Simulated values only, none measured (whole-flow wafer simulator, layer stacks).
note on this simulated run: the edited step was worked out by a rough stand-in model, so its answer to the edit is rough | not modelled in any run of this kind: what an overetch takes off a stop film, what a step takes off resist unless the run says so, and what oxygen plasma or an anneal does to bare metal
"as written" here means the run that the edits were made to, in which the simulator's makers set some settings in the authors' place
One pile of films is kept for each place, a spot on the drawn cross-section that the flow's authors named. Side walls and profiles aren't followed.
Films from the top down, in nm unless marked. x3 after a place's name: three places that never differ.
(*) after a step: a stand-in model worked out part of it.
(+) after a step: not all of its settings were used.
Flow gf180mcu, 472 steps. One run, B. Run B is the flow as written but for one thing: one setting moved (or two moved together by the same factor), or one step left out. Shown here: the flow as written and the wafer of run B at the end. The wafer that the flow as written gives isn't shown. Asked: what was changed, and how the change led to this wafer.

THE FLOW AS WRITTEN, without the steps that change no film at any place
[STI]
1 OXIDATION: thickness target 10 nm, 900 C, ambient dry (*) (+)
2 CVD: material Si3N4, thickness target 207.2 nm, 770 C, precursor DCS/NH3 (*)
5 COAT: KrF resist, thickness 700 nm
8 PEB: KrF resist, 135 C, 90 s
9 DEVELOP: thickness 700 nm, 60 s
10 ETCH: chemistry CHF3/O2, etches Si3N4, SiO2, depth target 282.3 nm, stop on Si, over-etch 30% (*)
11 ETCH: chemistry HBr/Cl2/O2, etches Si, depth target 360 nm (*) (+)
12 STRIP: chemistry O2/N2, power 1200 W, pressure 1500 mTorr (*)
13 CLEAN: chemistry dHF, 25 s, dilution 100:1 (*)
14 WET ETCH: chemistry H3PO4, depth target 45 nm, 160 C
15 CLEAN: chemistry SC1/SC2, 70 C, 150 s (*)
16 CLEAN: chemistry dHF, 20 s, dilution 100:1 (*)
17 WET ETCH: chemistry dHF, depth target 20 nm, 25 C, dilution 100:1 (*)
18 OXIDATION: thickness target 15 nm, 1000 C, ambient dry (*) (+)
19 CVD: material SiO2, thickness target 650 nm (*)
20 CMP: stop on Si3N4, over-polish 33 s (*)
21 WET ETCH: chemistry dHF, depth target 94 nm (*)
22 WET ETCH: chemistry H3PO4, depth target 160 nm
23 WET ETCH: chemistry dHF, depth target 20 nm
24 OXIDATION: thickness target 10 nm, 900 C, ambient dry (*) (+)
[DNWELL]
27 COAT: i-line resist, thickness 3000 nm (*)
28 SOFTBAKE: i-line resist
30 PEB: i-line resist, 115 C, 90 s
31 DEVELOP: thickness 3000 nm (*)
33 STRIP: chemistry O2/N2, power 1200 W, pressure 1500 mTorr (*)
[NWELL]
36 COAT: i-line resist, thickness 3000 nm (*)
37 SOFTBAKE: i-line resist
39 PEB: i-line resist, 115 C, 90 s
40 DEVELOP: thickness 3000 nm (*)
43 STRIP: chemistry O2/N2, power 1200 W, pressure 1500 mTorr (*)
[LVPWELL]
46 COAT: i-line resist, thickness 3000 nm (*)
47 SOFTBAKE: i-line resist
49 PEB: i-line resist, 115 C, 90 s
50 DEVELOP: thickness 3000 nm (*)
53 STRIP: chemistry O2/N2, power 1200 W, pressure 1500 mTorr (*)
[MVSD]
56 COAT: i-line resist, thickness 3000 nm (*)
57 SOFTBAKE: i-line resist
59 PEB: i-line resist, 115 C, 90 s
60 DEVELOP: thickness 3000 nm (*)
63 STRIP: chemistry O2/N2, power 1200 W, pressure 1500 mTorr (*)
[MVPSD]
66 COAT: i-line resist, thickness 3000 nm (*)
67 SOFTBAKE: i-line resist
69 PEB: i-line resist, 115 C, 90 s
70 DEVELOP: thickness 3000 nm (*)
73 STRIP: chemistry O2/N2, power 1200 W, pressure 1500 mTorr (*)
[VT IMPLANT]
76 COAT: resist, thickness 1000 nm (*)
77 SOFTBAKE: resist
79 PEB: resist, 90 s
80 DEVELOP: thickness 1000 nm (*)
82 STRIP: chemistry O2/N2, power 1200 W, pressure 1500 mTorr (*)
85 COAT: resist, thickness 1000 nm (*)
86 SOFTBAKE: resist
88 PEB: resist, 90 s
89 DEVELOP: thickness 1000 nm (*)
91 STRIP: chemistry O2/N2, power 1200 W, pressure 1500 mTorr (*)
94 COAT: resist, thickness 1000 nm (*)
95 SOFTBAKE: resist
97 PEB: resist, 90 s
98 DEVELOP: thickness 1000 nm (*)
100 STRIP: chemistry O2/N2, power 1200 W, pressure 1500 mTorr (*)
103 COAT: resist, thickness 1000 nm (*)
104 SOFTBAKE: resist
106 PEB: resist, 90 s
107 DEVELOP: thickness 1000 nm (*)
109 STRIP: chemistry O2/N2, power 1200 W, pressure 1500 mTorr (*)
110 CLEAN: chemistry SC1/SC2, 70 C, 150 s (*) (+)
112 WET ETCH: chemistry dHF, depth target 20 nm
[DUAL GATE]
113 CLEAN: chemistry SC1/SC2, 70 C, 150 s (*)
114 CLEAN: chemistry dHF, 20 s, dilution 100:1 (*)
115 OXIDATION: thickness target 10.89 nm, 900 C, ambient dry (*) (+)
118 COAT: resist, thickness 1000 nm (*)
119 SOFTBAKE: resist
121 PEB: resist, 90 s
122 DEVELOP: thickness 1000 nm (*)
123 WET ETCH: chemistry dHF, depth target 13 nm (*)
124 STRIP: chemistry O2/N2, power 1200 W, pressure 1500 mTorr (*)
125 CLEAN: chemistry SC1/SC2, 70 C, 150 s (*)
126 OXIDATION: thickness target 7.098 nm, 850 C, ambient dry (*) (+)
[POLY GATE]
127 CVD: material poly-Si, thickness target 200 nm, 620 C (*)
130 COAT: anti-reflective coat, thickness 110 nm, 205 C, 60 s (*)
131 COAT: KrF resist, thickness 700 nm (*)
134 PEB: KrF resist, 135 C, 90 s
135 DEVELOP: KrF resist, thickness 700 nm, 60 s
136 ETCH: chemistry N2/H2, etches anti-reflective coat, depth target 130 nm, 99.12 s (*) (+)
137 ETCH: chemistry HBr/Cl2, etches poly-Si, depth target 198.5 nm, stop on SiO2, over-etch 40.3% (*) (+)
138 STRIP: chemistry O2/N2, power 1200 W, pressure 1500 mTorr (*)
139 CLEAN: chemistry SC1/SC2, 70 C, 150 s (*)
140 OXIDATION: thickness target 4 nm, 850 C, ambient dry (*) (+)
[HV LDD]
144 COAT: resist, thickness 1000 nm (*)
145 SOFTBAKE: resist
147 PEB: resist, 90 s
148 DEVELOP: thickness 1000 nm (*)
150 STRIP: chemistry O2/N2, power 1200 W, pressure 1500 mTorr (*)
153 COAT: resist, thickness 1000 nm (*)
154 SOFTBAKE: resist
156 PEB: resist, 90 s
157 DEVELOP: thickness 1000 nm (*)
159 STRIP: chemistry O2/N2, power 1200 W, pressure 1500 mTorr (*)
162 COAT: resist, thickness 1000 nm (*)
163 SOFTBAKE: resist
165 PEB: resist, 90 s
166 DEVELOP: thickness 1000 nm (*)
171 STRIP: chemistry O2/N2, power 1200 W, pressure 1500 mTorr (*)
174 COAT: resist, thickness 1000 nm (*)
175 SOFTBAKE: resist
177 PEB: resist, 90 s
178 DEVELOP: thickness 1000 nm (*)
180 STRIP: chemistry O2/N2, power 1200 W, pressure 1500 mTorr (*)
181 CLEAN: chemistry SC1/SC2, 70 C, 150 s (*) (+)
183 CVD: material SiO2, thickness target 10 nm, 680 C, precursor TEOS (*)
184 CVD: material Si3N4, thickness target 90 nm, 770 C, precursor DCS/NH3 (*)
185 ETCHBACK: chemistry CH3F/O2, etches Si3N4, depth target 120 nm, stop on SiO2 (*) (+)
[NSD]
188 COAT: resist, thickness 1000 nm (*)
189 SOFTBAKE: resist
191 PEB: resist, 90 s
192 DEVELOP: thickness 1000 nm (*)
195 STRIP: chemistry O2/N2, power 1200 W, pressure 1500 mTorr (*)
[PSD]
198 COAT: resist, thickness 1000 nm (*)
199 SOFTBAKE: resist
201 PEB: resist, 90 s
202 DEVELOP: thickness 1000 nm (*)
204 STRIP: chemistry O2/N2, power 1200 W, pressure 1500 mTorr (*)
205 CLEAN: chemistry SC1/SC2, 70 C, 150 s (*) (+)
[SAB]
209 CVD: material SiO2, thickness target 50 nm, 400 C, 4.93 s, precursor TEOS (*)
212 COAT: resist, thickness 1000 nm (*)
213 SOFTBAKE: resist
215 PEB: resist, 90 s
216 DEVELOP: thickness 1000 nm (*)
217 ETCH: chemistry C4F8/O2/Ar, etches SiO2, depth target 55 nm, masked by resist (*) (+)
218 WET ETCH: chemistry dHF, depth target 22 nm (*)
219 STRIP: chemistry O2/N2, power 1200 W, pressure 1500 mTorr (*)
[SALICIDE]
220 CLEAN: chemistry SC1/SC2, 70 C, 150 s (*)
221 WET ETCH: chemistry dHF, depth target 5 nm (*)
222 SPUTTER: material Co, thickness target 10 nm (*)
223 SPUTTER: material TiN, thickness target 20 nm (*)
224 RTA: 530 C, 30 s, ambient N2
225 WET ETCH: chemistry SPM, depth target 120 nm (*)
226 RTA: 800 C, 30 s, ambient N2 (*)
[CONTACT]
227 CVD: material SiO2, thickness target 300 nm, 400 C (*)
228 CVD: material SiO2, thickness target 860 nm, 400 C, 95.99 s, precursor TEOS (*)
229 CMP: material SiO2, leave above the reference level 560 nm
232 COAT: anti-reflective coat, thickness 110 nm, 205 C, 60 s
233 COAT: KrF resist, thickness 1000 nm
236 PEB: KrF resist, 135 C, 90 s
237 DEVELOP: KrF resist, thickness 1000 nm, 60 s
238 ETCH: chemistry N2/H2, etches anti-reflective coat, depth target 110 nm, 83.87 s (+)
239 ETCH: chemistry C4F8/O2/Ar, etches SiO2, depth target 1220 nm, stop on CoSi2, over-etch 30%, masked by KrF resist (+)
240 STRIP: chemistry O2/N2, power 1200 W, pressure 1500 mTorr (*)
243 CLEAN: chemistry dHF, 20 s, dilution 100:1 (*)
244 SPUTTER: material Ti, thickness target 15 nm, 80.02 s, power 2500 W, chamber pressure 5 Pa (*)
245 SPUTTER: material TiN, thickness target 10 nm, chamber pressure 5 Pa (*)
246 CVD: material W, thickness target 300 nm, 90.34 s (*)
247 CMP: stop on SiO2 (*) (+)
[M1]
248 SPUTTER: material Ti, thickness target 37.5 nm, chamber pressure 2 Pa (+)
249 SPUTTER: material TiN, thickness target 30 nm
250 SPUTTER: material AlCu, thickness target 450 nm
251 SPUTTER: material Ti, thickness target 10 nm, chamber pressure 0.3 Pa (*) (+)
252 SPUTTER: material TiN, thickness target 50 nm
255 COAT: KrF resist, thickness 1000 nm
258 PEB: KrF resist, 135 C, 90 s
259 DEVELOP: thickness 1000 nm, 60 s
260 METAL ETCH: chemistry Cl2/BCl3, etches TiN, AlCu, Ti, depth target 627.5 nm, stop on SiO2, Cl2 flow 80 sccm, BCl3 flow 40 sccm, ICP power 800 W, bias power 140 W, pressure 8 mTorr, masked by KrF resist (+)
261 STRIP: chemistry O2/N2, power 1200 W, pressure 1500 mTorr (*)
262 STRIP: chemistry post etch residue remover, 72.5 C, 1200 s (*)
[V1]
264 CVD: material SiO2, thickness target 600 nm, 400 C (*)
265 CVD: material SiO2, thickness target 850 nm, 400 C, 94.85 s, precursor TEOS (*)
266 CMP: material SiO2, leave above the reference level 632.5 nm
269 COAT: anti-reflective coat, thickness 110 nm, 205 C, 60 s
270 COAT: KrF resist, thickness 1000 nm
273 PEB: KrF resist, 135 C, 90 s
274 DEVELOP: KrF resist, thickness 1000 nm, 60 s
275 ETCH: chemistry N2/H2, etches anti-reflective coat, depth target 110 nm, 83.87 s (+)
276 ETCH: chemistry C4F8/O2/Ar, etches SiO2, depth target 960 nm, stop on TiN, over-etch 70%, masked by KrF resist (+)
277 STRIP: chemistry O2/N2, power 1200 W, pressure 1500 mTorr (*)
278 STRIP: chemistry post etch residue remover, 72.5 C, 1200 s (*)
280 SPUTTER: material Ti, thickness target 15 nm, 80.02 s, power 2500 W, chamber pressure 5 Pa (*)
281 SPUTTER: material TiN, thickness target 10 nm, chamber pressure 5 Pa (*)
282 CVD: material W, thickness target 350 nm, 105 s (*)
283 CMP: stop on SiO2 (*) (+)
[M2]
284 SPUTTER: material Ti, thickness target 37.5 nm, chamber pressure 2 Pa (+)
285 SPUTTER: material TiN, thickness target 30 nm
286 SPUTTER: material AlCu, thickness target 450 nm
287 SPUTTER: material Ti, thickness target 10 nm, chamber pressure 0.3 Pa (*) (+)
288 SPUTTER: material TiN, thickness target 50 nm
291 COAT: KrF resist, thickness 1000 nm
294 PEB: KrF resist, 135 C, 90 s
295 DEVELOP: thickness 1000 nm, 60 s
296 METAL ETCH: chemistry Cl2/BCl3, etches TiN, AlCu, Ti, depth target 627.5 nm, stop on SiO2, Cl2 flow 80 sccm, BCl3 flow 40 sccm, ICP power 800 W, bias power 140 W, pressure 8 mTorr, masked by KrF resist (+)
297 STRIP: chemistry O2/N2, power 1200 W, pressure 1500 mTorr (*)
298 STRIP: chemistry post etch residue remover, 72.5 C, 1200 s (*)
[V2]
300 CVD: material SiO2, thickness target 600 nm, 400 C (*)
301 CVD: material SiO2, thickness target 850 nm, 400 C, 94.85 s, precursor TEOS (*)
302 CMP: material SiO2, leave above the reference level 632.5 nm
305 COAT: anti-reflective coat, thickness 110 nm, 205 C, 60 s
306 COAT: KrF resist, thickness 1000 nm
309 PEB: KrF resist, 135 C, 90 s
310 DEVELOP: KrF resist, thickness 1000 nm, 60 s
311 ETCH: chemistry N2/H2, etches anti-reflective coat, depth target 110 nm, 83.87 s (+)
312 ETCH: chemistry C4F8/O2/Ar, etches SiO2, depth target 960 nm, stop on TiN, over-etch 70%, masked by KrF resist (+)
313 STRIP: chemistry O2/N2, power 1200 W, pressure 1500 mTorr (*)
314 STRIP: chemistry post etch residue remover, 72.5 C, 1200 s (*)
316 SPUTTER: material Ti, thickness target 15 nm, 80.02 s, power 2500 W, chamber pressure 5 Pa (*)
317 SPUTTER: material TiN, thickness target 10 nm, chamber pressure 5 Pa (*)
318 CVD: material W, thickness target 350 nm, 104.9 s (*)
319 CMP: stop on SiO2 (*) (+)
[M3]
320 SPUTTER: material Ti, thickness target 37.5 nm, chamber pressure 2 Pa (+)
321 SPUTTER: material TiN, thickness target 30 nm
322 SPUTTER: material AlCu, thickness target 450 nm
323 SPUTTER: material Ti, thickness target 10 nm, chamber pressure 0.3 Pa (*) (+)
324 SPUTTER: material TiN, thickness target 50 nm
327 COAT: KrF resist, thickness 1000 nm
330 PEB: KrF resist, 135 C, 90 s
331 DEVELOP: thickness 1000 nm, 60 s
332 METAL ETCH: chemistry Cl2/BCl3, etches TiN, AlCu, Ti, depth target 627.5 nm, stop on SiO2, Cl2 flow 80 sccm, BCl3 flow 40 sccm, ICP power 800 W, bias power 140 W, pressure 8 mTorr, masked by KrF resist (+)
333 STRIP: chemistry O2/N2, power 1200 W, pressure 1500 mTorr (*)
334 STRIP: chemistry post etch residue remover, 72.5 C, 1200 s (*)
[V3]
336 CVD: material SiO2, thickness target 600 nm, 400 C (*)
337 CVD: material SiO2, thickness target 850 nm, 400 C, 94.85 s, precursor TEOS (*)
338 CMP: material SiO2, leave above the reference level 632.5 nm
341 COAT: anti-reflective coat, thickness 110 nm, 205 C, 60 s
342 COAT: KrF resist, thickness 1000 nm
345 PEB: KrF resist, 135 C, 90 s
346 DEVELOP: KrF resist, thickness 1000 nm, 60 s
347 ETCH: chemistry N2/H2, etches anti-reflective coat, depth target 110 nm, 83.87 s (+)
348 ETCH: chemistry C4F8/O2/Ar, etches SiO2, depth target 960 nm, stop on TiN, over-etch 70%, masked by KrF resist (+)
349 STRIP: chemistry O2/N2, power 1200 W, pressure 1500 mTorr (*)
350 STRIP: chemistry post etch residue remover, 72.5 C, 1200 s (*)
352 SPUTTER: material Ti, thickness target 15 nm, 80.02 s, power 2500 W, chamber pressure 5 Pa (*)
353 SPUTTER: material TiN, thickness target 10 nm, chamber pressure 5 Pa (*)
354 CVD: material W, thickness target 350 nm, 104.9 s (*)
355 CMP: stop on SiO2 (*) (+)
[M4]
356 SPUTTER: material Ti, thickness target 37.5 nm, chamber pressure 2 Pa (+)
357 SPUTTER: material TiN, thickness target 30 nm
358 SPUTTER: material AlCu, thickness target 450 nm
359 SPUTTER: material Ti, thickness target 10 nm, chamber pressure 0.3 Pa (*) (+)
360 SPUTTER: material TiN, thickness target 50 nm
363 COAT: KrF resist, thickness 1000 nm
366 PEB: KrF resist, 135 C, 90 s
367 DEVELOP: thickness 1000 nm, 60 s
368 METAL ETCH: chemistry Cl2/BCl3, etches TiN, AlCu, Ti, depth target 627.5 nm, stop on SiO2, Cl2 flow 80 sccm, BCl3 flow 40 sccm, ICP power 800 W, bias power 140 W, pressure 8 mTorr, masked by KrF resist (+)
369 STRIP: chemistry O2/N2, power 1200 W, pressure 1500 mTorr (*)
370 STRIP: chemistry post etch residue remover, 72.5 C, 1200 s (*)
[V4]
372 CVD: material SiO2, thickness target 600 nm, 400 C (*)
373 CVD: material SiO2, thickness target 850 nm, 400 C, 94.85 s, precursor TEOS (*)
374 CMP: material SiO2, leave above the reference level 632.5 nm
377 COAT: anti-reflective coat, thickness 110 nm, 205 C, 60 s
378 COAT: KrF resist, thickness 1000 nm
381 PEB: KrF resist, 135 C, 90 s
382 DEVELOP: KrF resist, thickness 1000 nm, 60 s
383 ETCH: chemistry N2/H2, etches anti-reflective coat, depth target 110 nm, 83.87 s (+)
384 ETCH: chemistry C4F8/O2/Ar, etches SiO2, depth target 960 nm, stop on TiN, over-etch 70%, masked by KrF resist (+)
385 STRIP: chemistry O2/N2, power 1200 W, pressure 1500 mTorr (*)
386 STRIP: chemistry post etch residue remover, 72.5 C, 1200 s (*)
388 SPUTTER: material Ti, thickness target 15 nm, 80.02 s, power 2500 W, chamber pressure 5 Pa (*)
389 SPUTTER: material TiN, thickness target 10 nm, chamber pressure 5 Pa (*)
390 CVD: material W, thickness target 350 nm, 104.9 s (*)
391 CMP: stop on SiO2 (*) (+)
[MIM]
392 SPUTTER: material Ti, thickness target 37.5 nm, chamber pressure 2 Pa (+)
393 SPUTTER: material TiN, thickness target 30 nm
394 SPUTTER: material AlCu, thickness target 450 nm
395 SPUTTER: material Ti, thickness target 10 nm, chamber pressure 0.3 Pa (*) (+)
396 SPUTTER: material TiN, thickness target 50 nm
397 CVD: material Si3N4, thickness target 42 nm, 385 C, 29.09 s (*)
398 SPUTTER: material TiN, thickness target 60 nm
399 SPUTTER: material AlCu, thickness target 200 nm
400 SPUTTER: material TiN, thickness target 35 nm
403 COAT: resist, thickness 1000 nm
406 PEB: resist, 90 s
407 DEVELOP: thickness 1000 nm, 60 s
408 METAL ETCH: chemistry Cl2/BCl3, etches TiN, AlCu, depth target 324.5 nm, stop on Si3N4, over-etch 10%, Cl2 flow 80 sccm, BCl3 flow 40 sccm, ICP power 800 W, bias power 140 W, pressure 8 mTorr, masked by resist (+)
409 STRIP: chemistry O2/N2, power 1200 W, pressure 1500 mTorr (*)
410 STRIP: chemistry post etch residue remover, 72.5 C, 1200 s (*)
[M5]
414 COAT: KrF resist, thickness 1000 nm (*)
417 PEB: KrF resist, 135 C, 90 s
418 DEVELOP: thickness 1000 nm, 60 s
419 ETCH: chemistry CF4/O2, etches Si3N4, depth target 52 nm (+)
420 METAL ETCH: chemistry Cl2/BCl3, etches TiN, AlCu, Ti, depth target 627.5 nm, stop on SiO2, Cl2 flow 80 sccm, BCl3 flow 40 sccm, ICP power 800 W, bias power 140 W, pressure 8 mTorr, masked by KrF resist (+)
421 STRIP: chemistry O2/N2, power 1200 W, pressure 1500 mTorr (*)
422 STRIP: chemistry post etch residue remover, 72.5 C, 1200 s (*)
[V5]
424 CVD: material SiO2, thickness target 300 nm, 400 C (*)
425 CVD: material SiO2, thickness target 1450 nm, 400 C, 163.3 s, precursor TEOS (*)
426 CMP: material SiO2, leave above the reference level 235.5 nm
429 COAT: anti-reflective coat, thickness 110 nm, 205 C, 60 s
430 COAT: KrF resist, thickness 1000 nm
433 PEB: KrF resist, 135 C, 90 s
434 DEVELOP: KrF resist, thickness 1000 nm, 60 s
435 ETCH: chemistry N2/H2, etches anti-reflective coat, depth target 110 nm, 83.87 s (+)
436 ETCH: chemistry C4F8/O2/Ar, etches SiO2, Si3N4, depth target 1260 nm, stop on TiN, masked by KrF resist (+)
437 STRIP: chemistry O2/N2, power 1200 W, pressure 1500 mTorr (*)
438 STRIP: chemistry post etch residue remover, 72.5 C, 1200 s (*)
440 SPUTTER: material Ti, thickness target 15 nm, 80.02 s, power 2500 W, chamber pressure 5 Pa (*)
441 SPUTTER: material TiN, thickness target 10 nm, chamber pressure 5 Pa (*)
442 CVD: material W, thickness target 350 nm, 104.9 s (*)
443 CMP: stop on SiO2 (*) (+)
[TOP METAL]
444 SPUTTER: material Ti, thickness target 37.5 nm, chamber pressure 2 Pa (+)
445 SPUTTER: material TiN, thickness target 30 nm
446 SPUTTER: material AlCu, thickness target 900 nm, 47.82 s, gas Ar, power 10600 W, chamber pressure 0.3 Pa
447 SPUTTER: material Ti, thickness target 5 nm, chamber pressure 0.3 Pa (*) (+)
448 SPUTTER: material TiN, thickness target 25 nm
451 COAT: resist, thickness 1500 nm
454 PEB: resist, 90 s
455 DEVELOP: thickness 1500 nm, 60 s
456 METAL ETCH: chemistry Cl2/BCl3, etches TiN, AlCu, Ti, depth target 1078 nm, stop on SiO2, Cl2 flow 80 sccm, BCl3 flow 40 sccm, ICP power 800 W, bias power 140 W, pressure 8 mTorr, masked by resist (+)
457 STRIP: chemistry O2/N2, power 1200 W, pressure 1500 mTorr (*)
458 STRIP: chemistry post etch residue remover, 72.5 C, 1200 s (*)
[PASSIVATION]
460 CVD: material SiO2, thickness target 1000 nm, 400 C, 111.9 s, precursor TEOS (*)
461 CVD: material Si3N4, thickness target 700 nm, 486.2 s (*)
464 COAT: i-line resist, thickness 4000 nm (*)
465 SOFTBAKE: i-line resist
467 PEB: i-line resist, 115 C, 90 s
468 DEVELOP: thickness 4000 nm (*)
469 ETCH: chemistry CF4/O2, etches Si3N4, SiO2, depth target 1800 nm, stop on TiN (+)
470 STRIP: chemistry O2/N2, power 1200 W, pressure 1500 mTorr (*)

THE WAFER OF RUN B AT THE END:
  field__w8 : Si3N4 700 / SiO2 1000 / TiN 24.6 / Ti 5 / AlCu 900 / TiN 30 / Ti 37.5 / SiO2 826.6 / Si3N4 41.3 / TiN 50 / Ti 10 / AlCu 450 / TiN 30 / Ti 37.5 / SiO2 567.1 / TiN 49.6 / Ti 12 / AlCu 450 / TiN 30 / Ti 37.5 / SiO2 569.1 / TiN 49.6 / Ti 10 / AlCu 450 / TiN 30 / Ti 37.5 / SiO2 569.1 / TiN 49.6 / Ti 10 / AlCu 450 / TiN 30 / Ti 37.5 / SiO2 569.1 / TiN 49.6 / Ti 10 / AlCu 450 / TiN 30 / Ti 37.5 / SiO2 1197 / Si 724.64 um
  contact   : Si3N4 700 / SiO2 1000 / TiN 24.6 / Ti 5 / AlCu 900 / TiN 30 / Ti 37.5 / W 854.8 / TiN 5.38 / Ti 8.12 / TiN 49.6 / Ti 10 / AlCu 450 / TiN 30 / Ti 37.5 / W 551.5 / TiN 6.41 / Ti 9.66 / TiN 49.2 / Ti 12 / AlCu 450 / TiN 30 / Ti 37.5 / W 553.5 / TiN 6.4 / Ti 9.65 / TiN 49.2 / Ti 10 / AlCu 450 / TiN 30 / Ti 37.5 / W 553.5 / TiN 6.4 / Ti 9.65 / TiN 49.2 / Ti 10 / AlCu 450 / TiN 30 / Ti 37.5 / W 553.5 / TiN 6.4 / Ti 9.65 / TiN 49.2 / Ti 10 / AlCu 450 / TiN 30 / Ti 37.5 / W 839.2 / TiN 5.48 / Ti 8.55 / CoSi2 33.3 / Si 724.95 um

The cause: step 359, SPUTTER: thickness target 12 nm was run, where the flow has thickness target 10 nm.
It can be read off the wafer: field__w8 has Ti 12, and step 359 as written asks for 10 nm.

How the change led to this, step by step:
  359 SPUTTER: material Ti, thickness target 10 nm, chamber pressure 0.3 Pa (*) (+)
      field, field__w1, field__w2 and 108 more: Ti +12 (new film) (as written it would be: Ti +10 (new film))
  368 METAL ETCH: chemistry Cl2/BCl3, etches TiN, AlCu, Ti, depth target 627.5 nm, stop on SiO2, Cl2 flow 80 sccm, BCl3 flow 40 sccm, ICP power 800 W, bias power 140 W, pressure 8 mTorr, masked by KrF resist (+)
      field, field__w1, field__w2 and 103 more: TiN -50 (all of it), Ti -12 (all of it), AlCu -450 (all of it), TiN -30 (all of it), Ti -37.5 (all of it) (as written it would be: TiN -50 (all of it), Ti -10 (all of it), AlCu -450 (all of it), TiN -30 (all of it), Ti -37.5 (all of it))
